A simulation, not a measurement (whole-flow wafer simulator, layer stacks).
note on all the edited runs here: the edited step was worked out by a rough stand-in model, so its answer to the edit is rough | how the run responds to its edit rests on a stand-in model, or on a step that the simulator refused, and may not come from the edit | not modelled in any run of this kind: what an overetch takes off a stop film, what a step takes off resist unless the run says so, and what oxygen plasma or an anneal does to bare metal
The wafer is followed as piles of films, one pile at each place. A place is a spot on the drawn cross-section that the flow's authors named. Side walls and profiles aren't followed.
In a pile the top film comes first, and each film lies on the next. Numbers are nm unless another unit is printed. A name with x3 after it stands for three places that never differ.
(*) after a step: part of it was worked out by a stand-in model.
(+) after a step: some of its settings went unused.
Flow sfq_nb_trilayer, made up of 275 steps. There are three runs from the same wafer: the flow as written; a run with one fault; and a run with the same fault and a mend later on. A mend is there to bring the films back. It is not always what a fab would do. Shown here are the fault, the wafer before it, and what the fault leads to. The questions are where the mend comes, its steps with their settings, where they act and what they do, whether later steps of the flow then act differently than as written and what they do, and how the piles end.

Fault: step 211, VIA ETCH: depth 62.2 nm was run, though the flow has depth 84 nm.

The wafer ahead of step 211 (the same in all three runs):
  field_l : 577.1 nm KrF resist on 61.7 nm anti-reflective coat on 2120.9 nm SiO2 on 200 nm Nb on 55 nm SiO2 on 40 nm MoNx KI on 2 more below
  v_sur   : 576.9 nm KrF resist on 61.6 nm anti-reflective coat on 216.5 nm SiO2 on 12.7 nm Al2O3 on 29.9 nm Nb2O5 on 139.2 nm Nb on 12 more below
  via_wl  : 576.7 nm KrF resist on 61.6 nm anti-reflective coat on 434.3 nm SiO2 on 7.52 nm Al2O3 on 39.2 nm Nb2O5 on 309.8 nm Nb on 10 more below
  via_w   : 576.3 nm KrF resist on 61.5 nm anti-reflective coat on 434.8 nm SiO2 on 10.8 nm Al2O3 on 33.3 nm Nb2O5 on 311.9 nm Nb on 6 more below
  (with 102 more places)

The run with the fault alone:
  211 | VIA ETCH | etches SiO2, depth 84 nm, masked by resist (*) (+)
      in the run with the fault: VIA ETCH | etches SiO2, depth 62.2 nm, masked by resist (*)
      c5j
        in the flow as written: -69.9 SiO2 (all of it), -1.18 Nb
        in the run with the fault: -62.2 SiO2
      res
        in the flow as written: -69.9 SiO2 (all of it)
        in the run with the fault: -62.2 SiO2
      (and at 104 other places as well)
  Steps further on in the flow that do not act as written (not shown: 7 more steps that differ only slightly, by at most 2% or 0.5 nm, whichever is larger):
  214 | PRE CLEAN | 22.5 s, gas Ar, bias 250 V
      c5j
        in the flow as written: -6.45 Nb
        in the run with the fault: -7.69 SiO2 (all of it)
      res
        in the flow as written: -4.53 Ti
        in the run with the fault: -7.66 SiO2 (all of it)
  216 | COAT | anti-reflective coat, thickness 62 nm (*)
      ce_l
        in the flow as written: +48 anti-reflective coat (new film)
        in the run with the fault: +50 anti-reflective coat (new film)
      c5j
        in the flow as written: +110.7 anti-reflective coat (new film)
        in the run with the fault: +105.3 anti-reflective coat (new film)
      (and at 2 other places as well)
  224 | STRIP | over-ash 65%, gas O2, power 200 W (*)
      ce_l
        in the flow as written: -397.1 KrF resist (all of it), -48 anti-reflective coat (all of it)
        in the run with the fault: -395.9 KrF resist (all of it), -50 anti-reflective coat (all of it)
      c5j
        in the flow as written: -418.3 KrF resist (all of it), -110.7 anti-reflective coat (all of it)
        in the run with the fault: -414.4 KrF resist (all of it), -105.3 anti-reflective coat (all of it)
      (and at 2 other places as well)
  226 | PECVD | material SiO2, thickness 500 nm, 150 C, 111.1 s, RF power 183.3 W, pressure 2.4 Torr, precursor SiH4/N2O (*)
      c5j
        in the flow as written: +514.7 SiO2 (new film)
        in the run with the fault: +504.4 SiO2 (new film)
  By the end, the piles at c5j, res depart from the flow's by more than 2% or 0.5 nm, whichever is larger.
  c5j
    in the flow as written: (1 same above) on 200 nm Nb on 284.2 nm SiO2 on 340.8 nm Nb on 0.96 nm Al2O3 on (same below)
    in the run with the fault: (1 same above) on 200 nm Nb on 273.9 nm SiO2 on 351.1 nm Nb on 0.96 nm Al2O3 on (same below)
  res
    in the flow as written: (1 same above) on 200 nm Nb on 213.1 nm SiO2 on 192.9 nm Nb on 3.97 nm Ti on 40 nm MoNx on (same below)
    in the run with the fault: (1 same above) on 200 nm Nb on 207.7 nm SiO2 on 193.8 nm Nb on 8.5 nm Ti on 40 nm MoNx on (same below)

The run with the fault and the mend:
  The mend follows step 211.
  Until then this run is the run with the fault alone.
  211a | VIA ETCH | etches SiO2, depth 21.8 nm, masked by resist (*) (+) (a further turn of the flow's step 211, with different settings)
      field_l, v_sur, via_wl and 101 more
        -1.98 KrF resist
      c5j
        -7.69 SiO2 (all of it), -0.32 Nb
      res
        -7.66 SiO2 (all of it)
  Every later step of the flow that is run acts as written, at every place that is followed, to within 2% or 0.5 nm, whichever is larger.
  At the end the piles are close to the flow's at the places that both follow, differing by at most 2% or 0.5 nm, whichever is larger.
